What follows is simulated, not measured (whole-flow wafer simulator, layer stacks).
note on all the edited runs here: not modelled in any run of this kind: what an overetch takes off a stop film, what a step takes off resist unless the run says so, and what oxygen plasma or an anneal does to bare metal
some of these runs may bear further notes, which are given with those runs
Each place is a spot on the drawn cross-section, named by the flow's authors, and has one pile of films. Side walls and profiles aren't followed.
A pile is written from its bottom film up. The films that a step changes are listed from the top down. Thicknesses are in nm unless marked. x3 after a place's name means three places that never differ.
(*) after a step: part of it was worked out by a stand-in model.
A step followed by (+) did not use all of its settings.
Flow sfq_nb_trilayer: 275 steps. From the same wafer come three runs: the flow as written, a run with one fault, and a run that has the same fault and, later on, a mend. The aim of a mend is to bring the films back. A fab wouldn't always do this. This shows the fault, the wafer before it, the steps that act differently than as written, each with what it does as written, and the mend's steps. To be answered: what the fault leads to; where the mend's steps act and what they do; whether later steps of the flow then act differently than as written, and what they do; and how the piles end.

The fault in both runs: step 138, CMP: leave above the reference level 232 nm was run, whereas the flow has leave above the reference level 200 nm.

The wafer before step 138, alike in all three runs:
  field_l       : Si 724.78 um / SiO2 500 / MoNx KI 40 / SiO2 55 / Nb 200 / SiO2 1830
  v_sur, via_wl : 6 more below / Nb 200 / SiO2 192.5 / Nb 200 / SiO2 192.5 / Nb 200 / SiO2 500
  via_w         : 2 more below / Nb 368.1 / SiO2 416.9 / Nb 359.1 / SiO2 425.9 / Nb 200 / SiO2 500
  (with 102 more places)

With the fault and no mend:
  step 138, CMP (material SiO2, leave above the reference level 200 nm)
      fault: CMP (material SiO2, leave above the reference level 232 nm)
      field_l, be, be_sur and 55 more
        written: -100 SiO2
        fault: -68 SiO2
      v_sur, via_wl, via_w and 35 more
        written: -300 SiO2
        fault: -268 SiO2
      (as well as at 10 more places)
  Later steps of the flow acting differently than as written (not shown: 5 more steps that differ only slightly, by at most 2% or 0.5 nm, whichever is larger):
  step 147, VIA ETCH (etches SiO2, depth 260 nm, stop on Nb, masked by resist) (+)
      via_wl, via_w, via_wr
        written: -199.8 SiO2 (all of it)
        fault: -231.8 SiO2 (all of it)
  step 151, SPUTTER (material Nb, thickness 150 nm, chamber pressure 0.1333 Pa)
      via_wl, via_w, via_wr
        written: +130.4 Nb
        fault: +126.7 Nb
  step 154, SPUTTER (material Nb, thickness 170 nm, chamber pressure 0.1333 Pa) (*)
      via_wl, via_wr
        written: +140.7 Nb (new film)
        fault: +135.1 Nb (new film)
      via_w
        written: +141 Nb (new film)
        fault: +135.4 Nb (new film)
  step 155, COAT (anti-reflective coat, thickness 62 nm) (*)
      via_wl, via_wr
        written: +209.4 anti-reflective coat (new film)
        fault: +242.1 anti-reflective coat (new film)
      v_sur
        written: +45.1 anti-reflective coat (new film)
        fault: +43.7 anti-reflective coat (new film)
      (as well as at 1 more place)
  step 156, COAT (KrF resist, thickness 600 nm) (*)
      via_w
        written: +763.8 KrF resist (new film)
        fault: +793.3 KrF resist (new film)
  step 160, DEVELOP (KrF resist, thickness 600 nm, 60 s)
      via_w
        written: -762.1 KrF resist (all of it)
        fault: -791.6 KrF resist (all of it)
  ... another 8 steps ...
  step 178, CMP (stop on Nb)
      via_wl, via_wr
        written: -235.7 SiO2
        fault: -227.2 SiO2
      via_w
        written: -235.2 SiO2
        fault: -227.2 SiO2
  By the end, the piles at v_sur, via_wl, via_w and 36 more depart from the flow's by more than 2% or 0.5 nm, whichever is larger.
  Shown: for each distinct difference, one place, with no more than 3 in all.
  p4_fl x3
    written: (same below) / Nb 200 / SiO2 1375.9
    fault: (same below) / Nb 200 / SiO2 1407.9
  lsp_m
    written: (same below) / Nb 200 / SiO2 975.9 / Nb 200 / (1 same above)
    fault: (same below) / Nb 200 / SiO2 1007.9 / Nb 200 / (1 same above)
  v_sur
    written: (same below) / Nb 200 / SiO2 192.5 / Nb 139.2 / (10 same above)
    fault: (same below) / Nb 200 / SiO2 224.5 / Nb 139.2 / (10 same above)

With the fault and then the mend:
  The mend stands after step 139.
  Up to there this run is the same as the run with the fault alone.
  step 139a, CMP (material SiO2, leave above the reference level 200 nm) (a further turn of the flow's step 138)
      field_l, v_sur, via_wl and 103 more
        -32 SiO2
  Later steps of the flow that are run all act as written at every place that is followed.
  The piles end the same as the flow's at every place that both follow.
